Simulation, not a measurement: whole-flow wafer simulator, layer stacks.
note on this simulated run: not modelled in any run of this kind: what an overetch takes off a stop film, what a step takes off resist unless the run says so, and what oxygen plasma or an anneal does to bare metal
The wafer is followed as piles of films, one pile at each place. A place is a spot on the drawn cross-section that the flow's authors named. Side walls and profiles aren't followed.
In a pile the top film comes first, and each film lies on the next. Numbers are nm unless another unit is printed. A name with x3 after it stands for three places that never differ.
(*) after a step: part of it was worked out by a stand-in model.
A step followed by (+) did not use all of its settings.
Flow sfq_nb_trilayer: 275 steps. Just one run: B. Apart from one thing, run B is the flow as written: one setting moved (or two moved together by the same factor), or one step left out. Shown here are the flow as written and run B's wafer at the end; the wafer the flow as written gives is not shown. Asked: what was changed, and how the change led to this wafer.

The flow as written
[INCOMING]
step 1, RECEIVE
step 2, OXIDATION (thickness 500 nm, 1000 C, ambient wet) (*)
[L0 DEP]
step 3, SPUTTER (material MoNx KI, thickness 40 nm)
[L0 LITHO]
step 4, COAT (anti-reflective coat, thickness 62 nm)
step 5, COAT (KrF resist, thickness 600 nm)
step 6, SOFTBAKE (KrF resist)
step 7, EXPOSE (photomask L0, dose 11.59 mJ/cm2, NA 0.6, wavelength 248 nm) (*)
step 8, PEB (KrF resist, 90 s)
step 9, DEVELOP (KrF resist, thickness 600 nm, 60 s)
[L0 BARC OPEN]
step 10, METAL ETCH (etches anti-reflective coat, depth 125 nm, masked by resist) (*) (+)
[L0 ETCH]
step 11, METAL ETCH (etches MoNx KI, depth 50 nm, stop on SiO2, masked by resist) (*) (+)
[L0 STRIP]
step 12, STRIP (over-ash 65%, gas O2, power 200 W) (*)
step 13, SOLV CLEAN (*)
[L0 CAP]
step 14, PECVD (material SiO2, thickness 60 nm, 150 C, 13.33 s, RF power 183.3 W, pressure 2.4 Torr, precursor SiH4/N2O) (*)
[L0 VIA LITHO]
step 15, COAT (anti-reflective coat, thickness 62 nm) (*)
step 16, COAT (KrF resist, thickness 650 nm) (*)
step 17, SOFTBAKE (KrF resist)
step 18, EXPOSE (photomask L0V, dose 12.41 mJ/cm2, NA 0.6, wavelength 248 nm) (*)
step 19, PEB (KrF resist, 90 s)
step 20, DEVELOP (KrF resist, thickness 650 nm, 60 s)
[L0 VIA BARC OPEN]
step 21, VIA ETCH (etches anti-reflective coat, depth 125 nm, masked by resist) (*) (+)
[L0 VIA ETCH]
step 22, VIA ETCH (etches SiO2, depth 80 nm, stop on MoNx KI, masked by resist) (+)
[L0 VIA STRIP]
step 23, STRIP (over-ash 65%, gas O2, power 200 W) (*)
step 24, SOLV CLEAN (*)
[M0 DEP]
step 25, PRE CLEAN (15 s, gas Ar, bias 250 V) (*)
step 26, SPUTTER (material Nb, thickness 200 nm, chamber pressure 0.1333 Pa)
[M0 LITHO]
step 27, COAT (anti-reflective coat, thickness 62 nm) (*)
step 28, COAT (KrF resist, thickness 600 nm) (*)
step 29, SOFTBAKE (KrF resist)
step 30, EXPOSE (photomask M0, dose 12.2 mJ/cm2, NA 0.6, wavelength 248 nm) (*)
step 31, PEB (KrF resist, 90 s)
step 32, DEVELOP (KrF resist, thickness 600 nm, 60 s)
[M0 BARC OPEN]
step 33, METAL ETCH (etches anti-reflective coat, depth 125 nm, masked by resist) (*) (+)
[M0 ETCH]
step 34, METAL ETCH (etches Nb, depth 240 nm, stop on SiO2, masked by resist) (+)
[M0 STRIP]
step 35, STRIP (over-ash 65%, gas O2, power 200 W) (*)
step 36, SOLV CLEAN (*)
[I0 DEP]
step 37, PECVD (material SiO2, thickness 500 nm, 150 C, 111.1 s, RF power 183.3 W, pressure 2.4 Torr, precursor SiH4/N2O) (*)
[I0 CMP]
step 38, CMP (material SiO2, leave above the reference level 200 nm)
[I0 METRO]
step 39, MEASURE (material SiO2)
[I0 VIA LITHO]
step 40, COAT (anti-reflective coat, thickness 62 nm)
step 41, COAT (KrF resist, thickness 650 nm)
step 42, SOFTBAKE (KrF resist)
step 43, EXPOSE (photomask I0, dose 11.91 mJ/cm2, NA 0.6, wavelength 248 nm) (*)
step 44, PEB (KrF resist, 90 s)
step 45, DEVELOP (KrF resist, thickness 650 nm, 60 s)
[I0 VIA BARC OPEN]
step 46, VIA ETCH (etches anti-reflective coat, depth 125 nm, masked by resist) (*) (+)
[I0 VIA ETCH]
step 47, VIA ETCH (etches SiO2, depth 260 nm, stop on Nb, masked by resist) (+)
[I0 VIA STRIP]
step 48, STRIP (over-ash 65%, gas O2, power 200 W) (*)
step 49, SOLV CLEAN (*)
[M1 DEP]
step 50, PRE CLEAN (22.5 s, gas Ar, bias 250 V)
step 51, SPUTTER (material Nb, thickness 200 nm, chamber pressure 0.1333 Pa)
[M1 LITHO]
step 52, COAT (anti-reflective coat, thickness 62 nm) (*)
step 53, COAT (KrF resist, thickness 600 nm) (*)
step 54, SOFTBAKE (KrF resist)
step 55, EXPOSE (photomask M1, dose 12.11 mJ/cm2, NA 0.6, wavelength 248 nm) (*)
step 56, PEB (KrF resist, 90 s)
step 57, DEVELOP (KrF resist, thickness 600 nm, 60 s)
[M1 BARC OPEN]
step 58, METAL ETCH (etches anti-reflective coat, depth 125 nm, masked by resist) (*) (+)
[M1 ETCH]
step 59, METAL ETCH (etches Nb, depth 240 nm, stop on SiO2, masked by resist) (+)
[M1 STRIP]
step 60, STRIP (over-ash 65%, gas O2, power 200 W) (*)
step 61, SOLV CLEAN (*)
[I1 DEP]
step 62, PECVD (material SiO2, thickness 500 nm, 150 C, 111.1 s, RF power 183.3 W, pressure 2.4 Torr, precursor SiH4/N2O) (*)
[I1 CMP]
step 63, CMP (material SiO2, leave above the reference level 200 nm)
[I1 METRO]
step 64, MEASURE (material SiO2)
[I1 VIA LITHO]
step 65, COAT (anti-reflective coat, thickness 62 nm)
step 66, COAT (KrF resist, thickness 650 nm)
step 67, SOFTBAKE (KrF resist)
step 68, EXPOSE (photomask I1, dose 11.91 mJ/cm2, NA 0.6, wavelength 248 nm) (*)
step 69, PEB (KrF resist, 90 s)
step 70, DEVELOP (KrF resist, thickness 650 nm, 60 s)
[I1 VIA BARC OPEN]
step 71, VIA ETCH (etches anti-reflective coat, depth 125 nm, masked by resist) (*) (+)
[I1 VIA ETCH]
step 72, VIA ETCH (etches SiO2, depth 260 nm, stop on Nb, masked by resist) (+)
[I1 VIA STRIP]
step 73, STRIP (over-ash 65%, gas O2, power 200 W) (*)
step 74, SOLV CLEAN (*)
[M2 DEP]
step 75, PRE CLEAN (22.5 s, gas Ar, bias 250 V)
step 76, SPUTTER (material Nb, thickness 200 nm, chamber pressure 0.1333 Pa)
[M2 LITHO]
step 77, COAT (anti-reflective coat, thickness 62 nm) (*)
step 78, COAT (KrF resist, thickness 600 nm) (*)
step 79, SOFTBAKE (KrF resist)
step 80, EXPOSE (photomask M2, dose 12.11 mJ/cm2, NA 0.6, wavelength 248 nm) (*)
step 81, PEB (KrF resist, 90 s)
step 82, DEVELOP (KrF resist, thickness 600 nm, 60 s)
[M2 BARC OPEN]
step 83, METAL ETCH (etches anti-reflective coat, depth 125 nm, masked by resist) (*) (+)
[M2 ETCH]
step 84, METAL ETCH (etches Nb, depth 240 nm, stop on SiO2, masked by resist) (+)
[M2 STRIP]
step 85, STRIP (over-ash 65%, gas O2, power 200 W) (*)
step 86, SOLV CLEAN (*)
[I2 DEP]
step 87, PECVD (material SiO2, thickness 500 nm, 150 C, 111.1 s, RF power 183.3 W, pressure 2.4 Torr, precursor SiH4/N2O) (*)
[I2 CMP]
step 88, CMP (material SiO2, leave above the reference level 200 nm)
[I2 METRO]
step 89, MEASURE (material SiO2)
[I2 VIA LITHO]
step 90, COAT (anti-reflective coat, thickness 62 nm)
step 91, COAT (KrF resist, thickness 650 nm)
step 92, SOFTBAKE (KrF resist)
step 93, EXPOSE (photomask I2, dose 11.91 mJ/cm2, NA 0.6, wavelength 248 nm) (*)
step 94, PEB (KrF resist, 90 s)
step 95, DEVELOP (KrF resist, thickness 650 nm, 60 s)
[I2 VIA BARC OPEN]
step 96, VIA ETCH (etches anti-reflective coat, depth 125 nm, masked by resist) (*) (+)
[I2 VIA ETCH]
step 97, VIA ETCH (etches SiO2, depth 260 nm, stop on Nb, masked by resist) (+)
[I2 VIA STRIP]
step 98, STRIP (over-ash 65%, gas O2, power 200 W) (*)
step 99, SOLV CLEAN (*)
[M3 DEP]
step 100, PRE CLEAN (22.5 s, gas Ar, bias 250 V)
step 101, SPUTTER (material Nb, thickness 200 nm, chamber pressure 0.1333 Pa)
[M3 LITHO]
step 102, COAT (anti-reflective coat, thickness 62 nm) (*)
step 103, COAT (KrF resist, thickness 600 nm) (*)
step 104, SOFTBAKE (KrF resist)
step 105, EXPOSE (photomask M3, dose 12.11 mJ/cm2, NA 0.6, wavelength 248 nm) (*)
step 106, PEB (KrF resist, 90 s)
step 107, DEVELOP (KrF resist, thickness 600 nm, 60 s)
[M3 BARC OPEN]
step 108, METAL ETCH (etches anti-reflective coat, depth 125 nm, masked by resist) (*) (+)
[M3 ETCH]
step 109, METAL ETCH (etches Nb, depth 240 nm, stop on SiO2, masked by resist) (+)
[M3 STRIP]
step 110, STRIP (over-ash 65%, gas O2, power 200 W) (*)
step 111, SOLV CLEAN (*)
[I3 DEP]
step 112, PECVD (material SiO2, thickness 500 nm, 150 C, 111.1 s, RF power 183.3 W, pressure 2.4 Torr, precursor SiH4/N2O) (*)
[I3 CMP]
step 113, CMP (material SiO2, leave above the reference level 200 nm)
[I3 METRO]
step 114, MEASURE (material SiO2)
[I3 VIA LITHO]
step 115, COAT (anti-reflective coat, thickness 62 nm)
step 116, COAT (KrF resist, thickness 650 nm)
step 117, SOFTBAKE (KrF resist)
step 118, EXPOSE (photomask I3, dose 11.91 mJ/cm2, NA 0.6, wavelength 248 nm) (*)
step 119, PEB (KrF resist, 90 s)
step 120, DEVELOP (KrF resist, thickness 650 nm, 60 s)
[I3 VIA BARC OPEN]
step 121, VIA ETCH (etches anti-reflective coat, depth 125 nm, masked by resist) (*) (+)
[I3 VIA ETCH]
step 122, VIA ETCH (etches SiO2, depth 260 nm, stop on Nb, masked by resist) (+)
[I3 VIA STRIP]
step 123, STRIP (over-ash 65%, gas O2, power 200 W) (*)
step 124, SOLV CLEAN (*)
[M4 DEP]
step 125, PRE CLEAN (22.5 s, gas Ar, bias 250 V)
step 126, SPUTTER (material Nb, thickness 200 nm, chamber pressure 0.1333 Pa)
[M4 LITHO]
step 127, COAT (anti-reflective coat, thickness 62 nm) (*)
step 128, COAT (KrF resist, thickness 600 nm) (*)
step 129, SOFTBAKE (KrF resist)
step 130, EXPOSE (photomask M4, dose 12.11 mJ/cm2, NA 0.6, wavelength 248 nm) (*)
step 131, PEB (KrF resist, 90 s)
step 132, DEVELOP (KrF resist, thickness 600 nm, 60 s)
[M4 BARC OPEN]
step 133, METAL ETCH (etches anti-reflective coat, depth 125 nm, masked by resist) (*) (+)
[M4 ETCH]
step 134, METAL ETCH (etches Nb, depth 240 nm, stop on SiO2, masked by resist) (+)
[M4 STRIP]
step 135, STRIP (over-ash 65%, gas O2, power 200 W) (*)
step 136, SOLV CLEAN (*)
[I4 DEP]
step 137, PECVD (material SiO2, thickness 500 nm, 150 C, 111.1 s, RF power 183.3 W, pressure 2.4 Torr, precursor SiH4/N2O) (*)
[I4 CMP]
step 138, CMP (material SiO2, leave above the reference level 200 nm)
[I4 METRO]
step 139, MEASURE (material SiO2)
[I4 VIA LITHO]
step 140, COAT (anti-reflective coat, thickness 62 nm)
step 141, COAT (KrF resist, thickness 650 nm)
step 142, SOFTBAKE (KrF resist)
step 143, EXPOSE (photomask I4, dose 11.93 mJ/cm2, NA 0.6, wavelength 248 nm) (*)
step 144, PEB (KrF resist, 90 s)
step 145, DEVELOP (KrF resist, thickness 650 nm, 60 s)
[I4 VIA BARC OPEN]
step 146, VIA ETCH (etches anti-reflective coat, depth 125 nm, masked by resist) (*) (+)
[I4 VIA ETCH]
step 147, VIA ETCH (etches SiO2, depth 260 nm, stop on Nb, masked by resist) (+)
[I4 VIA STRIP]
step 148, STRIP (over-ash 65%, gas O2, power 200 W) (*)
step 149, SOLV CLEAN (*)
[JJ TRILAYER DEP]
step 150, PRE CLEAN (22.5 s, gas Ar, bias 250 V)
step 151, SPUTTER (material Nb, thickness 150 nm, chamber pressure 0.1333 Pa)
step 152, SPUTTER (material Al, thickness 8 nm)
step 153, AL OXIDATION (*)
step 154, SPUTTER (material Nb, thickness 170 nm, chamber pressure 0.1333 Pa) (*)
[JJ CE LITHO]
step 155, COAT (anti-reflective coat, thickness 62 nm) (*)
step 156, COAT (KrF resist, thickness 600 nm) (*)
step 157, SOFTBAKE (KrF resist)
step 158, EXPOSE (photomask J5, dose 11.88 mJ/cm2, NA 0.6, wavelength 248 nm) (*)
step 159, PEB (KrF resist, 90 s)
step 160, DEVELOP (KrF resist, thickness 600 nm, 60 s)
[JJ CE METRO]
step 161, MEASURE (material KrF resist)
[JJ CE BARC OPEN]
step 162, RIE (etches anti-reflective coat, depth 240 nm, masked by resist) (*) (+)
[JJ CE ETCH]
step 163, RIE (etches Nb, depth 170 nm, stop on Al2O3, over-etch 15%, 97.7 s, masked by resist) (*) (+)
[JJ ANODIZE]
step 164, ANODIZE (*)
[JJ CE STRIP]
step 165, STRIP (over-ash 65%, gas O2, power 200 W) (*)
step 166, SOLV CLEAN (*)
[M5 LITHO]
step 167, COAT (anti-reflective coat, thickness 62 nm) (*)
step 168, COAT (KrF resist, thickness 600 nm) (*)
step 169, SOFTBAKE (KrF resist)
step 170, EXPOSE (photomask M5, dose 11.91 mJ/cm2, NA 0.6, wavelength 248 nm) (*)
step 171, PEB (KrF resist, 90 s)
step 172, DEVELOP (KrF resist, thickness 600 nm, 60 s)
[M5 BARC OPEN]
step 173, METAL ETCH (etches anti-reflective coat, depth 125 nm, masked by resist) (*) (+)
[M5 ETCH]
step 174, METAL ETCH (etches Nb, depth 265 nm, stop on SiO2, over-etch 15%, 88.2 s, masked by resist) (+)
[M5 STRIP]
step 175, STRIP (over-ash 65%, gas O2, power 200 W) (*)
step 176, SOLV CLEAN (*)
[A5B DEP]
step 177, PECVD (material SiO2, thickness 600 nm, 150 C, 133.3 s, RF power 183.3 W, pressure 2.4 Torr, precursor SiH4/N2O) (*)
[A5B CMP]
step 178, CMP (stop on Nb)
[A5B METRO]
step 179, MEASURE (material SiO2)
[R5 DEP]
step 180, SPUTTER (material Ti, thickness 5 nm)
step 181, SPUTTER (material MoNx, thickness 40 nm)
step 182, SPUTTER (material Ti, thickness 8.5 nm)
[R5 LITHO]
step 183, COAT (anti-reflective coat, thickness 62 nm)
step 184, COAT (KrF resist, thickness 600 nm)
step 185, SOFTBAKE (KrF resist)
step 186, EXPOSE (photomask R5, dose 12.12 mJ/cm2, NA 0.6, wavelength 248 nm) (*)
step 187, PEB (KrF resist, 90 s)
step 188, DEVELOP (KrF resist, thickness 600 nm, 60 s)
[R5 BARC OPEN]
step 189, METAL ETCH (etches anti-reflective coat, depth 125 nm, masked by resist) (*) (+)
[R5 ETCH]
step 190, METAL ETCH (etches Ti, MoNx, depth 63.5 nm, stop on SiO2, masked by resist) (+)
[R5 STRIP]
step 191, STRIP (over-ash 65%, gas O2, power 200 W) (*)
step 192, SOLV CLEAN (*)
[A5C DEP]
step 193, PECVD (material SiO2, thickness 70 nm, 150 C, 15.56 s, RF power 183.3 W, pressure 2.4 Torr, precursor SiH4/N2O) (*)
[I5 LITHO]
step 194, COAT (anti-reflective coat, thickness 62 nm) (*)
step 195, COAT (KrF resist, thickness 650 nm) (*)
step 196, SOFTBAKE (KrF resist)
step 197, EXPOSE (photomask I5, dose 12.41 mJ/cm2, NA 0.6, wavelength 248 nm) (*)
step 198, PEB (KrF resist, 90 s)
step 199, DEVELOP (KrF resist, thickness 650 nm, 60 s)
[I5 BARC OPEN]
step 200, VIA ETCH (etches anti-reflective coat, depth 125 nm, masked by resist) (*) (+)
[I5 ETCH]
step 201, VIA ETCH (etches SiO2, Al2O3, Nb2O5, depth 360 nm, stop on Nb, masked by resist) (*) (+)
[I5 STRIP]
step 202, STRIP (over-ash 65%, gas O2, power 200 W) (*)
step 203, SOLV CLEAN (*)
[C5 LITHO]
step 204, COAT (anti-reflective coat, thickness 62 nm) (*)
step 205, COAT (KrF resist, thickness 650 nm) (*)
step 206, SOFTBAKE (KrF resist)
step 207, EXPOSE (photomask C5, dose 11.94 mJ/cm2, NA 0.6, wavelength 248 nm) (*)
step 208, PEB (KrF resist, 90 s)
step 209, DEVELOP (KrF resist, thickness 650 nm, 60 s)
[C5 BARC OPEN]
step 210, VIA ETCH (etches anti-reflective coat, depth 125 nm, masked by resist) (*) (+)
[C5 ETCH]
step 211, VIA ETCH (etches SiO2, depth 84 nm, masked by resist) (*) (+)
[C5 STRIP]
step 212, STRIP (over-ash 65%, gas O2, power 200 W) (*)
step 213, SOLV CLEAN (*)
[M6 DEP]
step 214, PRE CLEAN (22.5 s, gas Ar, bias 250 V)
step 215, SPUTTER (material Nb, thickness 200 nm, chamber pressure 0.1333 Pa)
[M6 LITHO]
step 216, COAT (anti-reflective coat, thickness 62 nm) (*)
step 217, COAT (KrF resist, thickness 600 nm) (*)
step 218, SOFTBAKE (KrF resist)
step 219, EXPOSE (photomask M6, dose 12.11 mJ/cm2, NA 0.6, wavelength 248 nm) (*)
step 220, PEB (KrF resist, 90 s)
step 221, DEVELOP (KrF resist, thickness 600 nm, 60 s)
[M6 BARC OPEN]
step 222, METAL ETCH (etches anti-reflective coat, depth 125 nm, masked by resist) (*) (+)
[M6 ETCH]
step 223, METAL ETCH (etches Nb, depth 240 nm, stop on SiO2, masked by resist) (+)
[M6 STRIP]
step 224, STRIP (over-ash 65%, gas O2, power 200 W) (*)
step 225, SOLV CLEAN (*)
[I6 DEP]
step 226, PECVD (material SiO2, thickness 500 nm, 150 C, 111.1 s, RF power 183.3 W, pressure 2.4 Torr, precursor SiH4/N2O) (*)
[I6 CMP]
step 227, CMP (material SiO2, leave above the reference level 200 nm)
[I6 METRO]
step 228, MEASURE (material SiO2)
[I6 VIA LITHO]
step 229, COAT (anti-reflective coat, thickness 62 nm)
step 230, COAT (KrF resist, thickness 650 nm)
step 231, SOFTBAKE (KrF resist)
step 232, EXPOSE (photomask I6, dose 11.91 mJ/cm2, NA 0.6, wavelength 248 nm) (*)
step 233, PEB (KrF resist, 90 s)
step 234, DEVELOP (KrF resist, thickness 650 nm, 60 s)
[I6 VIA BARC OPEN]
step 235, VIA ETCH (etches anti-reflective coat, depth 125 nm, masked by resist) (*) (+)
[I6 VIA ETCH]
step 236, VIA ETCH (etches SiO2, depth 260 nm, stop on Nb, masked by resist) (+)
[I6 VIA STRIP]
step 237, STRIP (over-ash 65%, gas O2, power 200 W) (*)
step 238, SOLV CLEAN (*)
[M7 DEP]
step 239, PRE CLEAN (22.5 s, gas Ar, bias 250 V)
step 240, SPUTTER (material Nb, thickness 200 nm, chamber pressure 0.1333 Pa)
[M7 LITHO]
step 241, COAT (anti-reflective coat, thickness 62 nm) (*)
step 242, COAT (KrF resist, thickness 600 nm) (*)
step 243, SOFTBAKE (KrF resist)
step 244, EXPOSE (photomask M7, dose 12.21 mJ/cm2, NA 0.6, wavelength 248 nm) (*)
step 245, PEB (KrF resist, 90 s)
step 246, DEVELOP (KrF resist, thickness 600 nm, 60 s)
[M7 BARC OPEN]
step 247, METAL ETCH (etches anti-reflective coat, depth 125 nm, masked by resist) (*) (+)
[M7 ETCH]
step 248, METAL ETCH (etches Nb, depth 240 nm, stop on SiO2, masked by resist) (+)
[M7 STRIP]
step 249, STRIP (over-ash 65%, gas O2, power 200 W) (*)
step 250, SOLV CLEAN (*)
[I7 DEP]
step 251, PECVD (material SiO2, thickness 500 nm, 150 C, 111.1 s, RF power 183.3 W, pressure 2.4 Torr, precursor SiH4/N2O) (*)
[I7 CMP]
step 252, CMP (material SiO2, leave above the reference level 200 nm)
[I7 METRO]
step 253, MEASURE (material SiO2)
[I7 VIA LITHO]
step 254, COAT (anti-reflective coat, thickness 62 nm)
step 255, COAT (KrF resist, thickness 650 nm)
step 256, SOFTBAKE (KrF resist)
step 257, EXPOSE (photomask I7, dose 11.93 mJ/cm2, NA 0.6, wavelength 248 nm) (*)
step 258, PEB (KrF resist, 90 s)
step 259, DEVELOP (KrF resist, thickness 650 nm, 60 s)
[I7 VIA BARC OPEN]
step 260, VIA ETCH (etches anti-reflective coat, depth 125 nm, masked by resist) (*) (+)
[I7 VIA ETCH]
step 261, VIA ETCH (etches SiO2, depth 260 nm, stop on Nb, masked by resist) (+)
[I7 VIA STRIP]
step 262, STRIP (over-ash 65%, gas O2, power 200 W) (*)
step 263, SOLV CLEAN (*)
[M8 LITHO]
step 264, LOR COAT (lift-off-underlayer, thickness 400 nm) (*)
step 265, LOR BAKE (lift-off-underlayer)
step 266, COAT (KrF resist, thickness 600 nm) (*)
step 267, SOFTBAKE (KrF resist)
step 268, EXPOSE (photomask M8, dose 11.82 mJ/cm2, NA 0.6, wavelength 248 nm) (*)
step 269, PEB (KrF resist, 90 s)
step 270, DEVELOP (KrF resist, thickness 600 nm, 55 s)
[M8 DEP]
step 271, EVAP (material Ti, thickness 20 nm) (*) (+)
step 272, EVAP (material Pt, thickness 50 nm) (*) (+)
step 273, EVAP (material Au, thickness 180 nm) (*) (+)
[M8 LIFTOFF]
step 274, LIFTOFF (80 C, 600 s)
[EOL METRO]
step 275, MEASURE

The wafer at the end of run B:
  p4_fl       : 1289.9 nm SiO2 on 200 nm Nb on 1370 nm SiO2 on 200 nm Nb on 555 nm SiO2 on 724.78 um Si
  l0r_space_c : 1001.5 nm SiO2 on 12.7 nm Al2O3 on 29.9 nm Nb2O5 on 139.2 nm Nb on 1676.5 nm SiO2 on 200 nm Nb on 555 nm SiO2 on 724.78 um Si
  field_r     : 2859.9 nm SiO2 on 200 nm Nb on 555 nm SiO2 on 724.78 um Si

What caused this: step 138, CMP: leave above the reference level 114 nm was run, though the flow has leave above the reference level 200 nm.

Step by step, how the change led to this:
  step 138, CMP (material SiO2, leave above the reference level 200 nm)
      field_l, be, be_sur and 55 more: -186 SiO2 (in the flow as written it would be: -100 SiO2)
      v_sur, via_wl, via_w and 35 more: -386 SiO2 (in the flow as written it would be: -300 SiO2)
      (and at 10 other places as well)
  step 147, VIA ETCH (etches SiO2, depth 260 nm, stop on Nb, masked by resist) (+)
      field_l, v_sur, via_sp and 100 more: -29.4 KrF resist (in the flow as written it would be: -44.8 KrF resist)
      via_wl, via_w, via_wr: -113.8 SiO2 (all of it) (in the flow as written it would be: -199.8 SiO2 (all of it))
  step 148, STRIP (over-ash 65%, gas O2, power 200 W) (*)
      field_l, v_sur, via_sp and 100 more: -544 KrF resist (all of it), -62 anti-reflective coat (all of it) (in the flow as written it would be: -528.6 KrF resist (all of it), -62 anti-reflective coat (all of it))
  step 151, SPUTTER (material Nb, thickness 150 nm, chamber pressure 0.1333 Pa)
      via_wl, via_w, via_wr: +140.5 Nb (in the flow as written it would be: +130.4 Nb)
  step 152, SPUTTER (material Al, thickness 8 nm)
      via_wl, via_wr: +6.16 Al (new film) (in the flow as written it would be: +5.14 Al (new film))
      via_w: +7.83 Al (new film) (in the flow as written it would be: +7.12 Al (new film))
  step 154, SPUTTER (material Nb, thickness 170 nm, chamber pressure 0.1333 Pa) (*)
      via_wl, via_wr: +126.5 Nb (new film) (in the flow as written it would be: +140.7 Nb (new film))
      via_w: +166.9 Nb (new film) (in the flow as written it would be: +141 Nb (new film))
  step 155, COAT (anti-reflective coat, thickness 62 nm) (*)
      via_wl, via_wr: +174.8 anti-reflective coat (new film) (in the flow as written it would be: +209.4 anti-reflective coat (new film))
      v_sur: +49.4 anti-reflective coat (new film) (in the flow as written it would be: +45.1 anti-reflective coat (new film))
      (and at 2 other places as well)
  step 156, COAT (KrF resist, thickness 600 nm) (*)
      via_wl: +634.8 KrF resist (new film) (in the flow as written it would be: +663 KrF resist (new film))
      via_w: +674 KrF resist (new film) (in the flow as written it would be: +763.8 KrF resist (new film))
      (and at 1 other place as well)
  step 160, DEVELOP (KrF resist, thickness 600 nm, 60 s)
      via_wl: -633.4 KrF resist (all of it) (in the flow as written it would be: -661.6 KrF resist (all of it))
      via_w: -672.6 KrF resist (all of it) (in the flow as written it would be: -762.1 KrF resist (all of it))
      (and at 1 other place as well)
  step 162, RIE (etches anti-reflective coat, depth 240 nm, masked by resist) (*) (+)
      ce_l, c5j, ce_r, wl_jj: -174.8 KrF resist (in the flow as written it would be: -209.4 KrF resist)
      via_wl, via_wr: -174.8 anti-reflective coat (all of it) (in the flow as written it would be: -209.4 anti-reflective coat (all of it))
      (and at 3 other places as well)
  step 163, RIE (etches Nb, depth 170 nm, stop on Al2O3, over-etch 15%, 97.7 s, masked by resist) (*) (+)
      via_w: -166.9 Nb (all of it), -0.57 Al2O3 (in the flow as written it would be: -141 Nb (all of it), -0.96 Al2O3 (all of it))
      via_wl, via_wr: -126.5 Nb (all of it), -0.96 Al2O3 (all of it) (in the flow as written it would be: -140.7 Nb (all of it), -0.96 Al2O3 (all of it))
  step 164, ANODIZE (*)
      via_w: +12 Al2O3, +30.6 Nb2O5 (new film), -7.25 Al (all of it), -11 Nb (in the flow as written it would be: +10.8 Al2O3 (new film), +33.3 Nb2O5 (new film), -6.54 Al (all of it), -12 Nb)
      via_wl, via_wr: +9.21 Al2O3 (new film), +36.2 Nb2O5 (new film), -5.58 Al (all of it), -13 Nb (in the flow as written it would be: +7.52 Al2O3 (new film), +39.2 Nb2O5 (new film), -4.56 Al (all of it), -14.1 Nb)
  step 165, STRIP (over-ash 65%, gas O2, power 200 W) (*)
      c5j, ce_r: -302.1 KrF resist (all of it), -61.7 anti-reflective coat (all of it) (in the flow as written it would be: -266.9 KrF resist (all of it), -61.5 anti-reflective coat (all of it))
      ce_l: -302.1 KrF resist (all of it), -61.7 anti-reflective coat (all of it) (in the flow as written it would be: -266.8 KrF resist (all of it), -61.4 anti-reflective coat (all of it))
      (and at 1 other place as well)
  step 167, COAT (anti-reflective coat, thickness 62 nm) (*)
      v_sur: +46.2 anti-reflective coat (new film) (in the flow as written it would be: +44.9 anti-reflective coat (new film))
      via_wl: +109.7 anti-reflective coat (new film) (in the flow as written it would be: +170.5 anti-reflective coat (new film))
      (and at 3 other places as well)
  step 168, COAT (KrF resist, thickness 600 nm) (*)
      v_sur: +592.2 KrF resist (new film) (in the flow as written it would be: +577.9 KrF resist (new film))
      via_wl: +642.7 KrF resist (new film) (in the flow as written it would be: +656 KrF resist (new film))
      (and at 2 other places as well)
  step 175, STRIP (over-ash 65%, gas O2, power 200 W) (*)
      v_sur: -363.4 KrF resist (all of it), -46.2 anti-reflective coat (all of it) (in the flow as written it would be: -349.2 KrF resist (all of it), -44.9 anti-reflective coat (all of it))
      via_wl: -413.7 KrF resist (all of it), -109.7 anti-reflective coat (all of it) (in the flow as written it would be: -427 KrF resist (all of it), -170.5 anti-reflective coat (all of it))
      (and at 3 other places as well)
  step 178, CMP (stop on Nb)
      via_wl, via_wr: -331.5 SiO2 (in the flow as written it would be: -235.7 SiO2)
      via_w: -331.1 SiO2 (in the flow as written it would be: -235.2 SiO2)
